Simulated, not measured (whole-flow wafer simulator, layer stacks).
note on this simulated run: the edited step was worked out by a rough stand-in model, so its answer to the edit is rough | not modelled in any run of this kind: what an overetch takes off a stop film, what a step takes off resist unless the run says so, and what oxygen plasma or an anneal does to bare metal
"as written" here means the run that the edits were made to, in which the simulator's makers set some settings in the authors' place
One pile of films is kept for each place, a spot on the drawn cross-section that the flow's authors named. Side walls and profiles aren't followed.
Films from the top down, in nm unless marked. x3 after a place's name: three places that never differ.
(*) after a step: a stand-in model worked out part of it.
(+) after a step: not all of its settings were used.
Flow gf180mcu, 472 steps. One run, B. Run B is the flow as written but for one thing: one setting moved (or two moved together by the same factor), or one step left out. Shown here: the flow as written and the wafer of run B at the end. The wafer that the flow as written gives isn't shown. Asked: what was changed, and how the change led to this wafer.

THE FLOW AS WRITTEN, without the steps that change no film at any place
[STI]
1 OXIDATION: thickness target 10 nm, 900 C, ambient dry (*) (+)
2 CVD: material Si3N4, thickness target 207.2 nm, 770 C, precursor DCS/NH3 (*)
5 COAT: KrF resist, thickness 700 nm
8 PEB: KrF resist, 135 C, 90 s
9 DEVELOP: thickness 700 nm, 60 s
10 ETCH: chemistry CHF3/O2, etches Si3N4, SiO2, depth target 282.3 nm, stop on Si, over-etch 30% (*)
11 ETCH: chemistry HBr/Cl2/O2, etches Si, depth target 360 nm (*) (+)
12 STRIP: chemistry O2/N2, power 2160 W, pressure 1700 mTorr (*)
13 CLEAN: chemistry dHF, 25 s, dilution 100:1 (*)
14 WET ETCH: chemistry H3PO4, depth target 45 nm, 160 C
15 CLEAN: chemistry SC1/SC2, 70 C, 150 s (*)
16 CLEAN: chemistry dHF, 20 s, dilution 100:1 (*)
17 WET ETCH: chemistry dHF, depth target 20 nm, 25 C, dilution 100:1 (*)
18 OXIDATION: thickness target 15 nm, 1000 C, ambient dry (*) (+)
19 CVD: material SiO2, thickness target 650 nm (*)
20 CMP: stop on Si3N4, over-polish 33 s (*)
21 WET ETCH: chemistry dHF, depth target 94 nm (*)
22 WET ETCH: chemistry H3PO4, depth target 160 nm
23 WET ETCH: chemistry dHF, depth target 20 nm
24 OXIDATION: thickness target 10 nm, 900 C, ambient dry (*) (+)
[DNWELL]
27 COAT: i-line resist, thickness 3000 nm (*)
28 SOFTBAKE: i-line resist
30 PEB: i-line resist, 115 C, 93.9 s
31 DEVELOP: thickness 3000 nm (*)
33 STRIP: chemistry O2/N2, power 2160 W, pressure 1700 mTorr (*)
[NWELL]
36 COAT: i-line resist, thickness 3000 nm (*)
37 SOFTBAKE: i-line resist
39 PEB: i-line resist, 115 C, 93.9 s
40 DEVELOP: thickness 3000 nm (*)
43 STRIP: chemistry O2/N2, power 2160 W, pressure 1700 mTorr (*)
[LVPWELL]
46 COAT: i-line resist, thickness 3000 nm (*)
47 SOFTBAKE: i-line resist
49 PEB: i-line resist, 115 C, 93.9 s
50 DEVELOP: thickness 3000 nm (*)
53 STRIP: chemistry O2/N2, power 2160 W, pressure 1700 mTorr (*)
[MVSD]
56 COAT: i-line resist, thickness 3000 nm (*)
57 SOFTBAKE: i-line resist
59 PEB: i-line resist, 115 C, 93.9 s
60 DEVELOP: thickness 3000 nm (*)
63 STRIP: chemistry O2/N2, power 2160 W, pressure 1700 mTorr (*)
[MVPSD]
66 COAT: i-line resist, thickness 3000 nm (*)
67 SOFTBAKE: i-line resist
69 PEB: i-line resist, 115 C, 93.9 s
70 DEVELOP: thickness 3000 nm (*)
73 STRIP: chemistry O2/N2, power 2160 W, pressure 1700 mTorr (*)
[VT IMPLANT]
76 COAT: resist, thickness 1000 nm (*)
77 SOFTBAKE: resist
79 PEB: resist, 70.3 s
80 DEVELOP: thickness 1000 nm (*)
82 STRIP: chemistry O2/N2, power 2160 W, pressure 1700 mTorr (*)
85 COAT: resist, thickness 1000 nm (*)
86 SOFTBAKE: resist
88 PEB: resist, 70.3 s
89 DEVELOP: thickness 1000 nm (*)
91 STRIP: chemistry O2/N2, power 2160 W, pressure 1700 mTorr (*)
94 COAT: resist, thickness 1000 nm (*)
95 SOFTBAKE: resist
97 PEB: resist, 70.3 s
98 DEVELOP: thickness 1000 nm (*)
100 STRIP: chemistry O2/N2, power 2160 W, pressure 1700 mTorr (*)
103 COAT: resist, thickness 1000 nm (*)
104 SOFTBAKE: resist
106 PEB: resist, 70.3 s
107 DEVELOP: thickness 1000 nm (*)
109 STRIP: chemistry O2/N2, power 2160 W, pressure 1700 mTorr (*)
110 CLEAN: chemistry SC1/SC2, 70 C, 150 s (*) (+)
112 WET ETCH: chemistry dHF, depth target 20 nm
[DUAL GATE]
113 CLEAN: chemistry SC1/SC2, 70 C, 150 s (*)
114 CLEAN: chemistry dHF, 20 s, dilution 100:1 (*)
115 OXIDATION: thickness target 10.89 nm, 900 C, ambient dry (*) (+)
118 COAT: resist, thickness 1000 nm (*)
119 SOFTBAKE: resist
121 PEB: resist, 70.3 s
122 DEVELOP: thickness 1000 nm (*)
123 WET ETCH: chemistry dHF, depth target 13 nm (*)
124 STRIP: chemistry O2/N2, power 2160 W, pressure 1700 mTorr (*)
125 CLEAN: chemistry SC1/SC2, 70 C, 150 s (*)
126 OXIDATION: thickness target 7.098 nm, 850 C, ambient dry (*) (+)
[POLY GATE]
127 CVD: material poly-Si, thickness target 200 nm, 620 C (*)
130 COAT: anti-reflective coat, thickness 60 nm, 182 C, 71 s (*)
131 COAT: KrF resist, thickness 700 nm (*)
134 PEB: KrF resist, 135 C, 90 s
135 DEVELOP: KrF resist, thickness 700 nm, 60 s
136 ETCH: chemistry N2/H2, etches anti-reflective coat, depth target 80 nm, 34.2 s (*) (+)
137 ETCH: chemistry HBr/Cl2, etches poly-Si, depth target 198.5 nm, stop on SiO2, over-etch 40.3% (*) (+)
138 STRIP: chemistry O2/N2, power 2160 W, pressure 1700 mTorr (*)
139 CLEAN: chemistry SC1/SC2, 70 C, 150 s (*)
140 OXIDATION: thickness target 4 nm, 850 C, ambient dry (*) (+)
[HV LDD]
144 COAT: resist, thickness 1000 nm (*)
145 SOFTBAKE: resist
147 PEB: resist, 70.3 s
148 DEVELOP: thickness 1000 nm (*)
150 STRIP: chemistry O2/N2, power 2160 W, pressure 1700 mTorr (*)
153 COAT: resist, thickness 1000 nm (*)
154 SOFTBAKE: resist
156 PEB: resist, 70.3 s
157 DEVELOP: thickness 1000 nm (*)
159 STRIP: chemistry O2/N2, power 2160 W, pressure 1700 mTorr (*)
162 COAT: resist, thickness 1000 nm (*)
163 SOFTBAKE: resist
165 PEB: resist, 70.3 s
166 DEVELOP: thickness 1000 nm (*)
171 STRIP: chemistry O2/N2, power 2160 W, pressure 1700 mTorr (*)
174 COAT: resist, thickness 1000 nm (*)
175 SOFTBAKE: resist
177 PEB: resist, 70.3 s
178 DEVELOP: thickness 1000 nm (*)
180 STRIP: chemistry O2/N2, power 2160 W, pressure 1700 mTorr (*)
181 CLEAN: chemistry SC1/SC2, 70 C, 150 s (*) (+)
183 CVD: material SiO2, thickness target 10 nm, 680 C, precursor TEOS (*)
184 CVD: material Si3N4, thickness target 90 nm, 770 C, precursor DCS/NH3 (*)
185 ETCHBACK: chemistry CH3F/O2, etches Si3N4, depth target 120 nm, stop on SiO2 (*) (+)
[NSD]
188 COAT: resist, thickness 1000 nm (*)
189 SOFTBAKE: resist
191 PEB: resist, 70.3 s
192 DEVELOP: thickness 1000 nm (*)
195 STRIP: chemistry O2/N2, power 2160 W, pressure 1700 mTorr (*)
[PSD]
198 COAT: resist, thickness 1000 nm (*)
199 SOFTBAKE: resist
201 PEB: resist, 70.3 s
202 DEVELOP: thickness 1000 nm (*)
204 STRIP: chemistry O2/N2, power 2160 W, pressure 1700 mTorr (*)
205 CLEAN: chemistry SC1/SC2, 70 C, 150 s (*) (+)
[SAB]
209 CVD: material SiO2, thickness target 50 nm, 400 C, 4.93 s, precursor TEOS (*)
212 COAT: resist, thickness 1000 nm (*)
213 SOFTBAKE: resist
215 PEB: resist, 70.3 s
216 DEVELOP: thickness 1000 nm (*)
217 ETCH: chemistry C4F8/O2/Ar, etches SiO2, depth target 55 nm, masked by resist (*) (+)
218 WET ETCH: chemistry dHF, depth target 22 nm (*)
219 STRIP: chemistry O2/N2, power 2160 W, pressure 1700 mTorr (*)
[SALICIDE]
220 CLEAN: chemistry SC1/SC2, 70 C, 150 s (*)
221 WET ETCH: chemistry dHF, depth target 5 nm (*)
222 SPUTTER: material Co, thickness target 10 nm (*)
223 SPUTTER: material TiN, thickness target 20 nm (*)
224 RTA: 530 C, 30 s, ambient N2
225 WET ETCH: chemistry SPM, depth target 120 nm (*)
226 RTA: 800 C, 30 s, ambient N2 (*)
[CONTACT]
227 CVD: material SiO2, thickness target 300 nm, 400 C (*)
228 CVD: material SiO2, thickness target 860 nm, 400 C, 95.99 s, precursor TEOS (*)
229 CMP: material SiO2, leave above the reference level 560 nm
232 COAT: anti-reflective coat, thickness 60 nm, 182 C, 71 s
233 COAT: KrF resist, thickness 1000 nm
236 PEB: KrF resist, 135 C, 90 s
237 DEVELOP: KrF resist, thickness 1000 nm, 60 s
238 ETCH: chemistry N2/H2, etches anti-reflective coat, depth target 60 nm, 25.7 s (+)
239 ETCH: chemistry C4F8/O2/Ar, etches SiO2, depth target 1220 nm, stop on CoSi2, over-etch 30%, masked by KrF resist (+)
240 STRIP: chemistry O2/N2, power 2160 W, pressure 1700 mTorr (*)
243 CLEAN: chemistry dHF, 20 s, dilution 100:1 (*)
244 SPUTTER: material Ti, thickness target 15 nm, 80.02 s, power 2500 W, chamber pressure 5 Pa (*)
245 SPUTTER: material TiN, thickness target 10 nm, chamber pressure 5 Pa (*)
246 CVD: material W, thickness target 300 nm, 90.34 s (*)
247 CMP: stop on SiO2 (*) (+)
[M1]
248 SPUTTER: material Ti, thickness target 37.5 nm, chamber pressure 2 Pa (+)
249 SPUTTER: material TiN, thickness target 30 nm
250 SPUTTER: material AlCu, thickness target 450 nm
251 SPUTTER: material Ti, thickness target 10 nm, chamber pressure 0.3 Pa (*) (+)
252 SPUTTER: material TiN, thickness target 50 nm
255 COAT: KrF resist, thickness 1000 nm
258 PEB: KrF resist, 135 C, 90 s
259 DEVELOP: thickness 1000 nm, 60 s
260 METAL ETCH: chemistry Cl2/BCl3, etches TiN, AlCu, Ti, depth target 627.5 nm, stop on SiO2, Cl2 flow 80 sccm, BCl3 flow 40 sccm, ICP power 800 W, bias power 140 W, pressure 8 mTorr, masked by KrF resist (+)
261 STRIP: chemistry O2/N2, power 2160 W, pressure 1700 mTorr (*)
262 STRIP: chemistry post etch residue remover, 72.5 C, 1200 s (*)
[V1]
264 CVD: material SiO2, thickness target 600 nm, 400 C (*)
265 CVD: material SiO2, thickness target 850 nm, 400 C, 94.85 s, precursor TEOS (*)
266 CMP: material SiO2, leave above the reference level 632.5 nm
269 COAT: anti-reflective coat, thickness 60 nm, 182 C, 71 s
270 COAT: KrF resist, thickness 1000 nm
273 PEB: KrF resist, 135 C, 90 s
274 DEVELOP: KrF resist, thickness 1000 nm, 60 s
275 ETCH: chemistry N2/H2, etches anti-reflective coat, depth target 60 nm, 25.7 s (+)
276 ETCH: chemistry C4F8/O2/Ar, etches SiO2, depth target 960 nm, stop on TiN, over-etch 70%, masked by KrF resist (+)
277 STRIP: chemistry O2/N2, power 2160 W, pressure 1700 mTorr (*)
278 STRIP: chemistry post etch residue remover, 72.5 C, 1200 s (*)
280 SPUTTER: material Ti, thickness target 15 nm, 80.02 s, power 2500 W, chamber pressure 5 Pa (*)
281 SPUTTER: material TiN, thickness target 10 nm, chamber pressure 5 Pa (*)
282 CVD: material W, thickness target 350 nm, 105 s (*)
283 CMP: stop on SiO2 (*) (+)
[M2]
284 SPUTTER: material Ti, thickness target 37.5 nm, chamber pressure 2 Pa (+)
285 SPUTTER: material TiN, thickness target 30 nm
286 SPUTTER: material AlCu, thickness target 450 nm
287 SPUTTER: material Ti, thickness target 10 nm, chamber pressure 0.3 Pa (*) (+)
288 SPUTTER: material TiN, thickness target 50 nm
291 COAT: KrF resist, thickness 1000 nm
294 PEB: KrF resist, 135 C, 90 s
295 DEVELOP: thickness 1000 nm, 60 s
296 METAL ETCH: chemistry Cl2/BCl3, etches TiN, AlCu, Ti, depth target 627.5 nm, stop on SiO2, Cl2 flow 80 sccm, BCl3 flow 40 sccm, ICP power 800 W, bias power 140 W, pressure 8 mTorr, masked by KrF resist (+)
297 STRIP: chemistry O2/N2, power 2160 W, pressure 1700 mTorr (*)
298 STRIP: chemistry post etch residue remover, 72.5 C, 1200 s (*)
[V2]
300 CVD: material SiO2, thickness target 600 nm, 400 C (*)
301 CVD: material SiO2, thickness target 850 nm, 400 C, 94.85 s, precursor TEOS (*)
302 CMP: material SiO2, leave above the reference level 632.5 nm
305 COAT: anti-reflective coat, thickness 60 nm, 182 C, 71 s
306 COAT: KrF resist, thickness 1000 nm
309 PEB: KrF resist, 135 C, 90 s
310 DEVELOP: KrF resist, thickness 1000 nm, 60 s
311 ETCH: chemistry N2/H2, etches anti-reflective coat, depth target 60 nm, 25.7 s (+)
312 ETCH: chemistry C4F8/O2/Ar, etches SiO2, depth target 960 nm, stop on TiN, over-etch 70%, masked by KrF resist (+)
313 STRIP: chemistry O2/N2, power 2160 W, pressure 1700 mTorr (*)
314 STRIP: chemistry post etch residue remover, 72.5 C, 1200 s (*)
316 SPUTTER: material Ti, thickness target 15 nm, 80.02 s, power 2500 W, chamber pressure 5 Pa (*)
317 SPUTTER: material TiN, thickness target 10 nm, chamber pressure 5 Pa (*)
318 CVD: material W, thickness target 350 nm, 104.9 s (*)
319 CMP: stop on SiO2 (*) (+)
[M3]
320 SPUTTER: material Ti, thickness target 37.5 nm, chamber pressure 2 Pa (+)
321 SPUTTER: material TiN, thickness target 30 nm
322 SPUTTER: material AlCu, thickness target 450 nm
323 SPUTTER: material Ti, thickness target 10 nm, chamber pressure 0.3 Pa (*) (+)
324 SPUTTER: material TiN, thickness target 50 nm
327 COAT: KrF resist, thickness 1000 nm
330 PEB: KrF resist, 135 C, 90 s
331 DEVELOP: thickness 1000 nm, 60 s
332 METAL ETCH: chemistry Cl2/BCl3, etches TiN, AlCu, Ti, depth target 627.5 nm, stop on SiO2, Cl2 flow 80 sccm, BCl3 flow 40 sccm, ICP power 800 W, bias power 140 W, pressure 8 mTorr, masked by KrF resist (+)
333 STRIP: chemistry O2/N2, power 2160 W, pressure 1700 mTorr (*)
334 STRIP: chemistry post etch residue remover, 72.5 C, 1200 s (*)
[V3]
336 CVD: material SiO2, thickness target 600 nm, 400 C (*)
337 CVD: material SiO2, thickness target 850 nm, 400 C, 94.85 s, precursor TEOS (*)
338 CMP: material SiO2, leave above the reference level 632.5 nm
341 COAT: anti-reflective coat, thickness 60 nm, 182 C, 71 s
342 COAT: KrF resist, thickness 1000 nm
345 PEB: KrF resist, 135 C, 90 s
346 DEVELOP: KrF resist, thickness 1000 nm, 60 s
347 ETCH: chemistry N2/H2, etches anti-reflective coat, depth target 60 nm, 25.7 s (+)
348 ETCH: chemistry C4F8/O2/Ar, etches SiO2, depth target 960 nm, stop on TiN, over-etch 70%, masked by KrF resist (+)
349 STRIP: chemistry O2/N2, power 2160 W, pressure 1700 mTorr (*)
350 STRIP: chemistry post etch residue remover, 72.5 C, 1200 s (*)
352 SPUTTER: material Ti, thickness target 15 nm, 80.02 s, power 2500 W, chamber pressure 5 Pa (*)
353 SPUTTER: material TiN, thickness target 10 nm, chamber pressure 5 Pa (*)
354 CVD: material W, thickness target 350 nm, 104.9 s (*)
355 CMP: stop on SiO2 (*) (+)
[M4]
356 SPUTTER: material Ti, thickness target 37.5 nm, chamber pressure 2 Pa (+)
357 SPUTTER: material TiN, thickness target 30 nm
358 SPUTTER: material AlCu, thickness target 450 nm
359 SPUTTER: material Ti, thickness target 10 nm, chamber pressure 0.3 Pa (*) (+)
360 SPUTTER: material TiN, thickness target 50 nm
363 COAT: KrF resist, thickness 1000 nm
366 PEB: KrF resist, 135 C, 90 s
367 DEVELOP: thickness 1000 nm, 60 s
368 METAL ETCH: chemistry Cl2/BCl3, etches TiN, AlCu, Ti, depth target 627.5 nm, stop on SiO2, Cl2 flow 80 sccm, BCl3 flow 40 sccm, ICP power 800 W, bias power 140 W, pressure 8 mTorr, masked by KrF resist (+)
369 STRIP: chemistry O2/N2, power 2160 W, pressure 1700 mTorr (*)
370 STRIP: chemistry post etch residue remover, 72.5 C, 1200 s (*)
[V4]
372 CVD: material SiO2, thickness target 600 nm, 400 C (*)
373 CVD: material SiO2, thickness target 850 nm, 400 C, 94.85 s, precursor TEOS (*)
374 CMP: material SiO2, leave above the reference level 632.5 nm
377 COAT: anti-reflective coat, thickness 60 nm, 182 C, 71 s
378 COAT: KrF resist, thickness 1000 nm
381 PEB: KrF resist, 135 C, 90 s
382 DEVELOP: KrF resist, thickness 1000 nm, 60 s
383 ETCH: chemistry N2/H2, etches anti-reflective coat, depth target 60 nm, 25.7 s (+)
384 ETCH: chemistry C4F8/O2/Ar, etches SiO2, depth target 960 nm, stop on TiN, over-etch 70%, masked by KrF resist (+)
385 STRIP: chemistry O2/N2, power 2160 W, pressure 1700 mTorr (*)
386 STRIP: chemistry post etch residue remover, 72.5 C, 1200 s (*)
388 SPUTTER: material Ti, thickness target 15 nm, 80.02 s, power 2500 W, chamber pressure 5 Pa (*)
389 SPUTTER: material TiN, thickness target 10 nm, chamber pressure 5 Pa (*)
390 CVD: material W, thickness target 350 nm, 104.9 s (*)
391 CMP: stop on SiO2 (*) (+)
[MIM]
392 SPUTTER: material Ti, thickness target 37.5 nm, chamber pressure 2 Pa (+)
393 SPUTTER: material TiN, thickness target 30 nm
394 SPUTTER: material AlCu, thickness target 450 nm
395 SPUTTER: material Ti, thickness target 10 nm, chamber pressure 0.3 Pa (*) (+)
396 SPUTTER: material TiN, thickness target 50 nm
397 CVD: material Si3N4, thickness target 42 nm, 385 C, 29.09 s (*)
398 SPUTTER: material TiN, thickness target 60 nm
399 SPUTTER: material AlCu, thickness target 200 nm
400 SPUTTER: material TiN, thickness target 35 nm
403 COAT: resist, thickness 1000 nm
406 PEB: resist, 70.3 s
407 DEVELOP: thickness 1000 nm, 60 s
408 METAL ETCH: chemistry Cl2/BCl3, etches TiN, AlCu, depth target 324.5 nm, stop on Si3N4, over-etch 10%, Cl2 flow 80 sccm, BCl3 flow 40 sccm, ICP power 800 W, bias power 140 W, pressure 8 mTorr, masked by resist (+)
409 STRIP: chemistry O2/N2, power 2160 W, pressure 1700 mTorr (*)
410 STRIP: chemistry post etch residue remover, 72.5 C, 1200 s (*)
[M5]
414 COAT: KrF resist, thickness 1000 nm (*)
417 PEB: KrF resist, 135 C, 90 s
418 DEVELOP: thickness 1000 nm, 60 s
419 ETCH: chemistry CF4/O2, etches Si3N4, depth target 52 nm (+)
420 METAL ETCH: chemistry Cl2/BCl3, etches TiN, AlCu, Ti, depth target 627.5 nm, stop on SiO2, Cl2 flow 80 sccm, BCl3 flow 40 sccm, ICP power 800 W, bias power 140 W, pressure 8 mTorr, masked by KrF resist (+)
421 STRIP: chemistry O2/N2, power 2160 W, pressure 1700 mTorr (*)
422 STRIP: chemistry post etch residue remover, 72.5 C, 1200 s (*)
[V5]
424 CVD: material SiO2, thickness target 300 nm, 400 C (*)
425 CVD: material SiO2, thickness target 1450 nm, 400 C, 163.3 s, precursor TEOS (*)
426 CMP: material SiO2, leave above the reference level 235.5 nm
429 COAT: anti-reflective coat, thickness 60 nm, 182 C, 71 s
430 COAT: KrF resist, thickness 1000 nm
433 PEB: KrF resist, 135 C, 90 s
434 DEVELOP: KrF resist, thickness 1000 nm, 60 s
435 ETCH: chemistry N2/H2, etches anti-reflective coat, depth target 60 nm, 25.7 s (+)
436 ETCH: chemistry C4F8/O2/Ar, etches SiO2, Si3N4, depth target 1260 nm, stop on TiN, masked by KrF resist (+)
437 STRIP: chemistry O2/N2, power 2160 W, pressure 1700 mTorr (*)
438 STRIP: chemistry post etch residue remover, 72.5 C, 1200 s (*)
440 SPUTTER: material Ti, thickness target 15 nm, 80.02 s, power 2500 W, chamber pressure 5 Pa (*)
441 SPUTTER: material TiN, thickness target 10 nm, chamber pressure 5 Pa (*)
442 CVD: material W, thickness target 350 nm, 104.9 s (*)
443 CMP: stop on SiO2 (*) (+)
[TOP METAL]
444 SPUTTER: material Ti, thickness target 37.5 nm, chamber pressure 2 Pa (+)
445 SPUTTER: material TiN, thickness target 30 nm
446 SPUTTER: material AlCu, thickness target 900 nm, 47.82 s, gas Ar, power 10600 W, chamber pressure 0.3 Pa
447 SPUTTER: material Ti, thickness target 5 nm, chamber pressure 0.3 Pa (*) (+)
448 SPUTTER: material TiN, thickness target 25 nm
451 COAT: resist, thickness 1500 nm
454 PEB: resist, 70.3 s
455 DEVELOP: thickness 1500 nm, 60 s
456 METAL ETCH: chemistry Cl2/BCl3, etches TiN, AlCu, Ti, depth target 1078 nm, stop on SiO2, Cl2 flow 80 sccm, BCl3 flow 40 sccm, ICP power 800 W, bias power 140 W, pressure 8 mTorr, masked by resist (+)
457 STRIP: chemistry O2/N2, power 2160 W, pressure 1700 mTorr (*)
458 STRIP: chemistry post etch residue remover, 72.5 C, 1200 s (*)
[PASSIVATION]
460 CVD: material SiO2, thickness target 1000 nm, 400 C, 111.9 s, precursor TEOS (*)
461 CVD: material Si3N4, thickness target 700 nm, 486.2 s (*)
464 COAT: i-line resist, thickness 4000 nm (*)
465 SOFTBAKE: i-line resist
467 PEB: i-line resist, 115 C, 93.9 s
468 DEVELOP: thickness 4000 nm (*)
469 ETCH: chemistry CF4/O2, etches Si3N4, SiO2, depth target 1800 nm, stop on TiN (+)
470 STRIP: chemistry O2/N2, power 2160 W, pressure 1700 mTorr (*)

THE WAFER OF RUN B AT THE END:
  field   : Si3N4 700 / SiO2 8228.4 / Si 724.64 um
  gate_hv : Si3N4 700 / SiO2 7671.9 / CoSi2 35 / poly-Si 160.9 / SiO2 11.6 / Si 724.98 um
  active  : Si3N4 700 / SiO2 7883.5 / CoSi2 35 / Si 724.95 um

The cause: step 115, OXIDATION: thickness target 7.893 nm was run, where the flow has thickness target 10.89 nm.

How the change led to this, step by step:
  115 OXIDATION: thickness target 10.89 nm, 900 C, ambient dry (*) (+)
      active, n_well, p_well and 40 more: SiO2 +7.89 (new film), Si -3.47 (as written it would be: SiO2 +10.9 (new film), Si -4.79)
      field, field__w1, field__w2 and 6 more: SiO2 +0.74, Si -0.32 (as written it would be: SiO2 +1.25, Si -0.55)
      (and at 12 more places)
  123 WET ETCH: chemistry dHF, depth target 13 nm (*)
      active, n_well, p_well and 12 more: SiO2 -7.89 (all of it) (as written it would be: SiO2 -10.9 (all of it))
  130 COAT: anti-reflective coat, thickness 60 nm, 182 C, 71 s (*)
      p_well, spacer, sd_n: anti-reflective coat +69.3 (new film) (as written it would be: anti-reflective coat +70.9 (new film))
      contact: anti-reflective coat +66 (new film) (as written it would be: anti-reflective coat +67.5 (new film))
  136 ETCH: chemistry N2/H2, etches anti-reflective coat, depth target 80 nm, 34.2 s (*) (+)
      p_well, spacer, sd_n: anti-reflective coat -69.3 (all of it), poly-Si -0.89 (as written it would be: anti-reflective coat -70.9 (all of it), poly-Si -0.85)
      contact: anti-reflective coat -66 (all of it), poly-Si -0.97 (as written it would be: anti-reflective coat -67.5 (all of it), poly-Si -0.94)
  145 SOFTBAKE: resist
      active_nat: resist +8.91 (as written it would be: resist +4.68)
  154 SOFTBAKE: resist
      active_nat: resist +8.91 (as written it would be: resist +4.68)
  163 SOFTBAKE: resist
      active_nat: resist +8.91 (as written it would be: resist +4.68)
  175 SOFTBAKE: resist
      active_nat: resist +8.91 (as written it would be: resist +4.68)
  189 SOFTBAKE: resist
      active_hv: resist -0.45 (as written it would be: resist +2.68)
      nw_enc_fld_lv__w3: resist -1.66 (as written it would be: resist +2.11)
      (and at 1 more place)
  199 SOFTBAKE: resist
      active_hv: resist -0.45 (as written it would be: resist +2.68)
      nw_enc_fld_lv__w3: resist -1.66 (as written it would be: resist +2.11)
      (and at 1 more place)
  218 WET ETCH: chemistry dHF, depth target 22 nm (*)
      ldn_tap, ldn_src, ldn_drn, ldp_tap, ldp_src, ldp_drn, ldp_gr: SiO2 -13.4 (all of it) (as written it would be: SiO2 -16 (all of it))
      ld_drn_n, ld_sd_p: SiO2 -12.2 (all of it) (as written it would be: SiO2 -14.8 (all of it))
      (and at 5 more places)
  223 SPUTTER: material TiN, thickness target 20 nm (*)
      field__w12: TiN +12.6 (new film) (as written it would be: TiN +12 (new film))
  225 WET ETCH: chemistry SPM, depth target 120 nm (*)
      field__w12: TiN -12.6 (all of it), Co -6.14 (all of it) (as written it would be: TiN -12 (all of it), Co -6.15 (all of it))
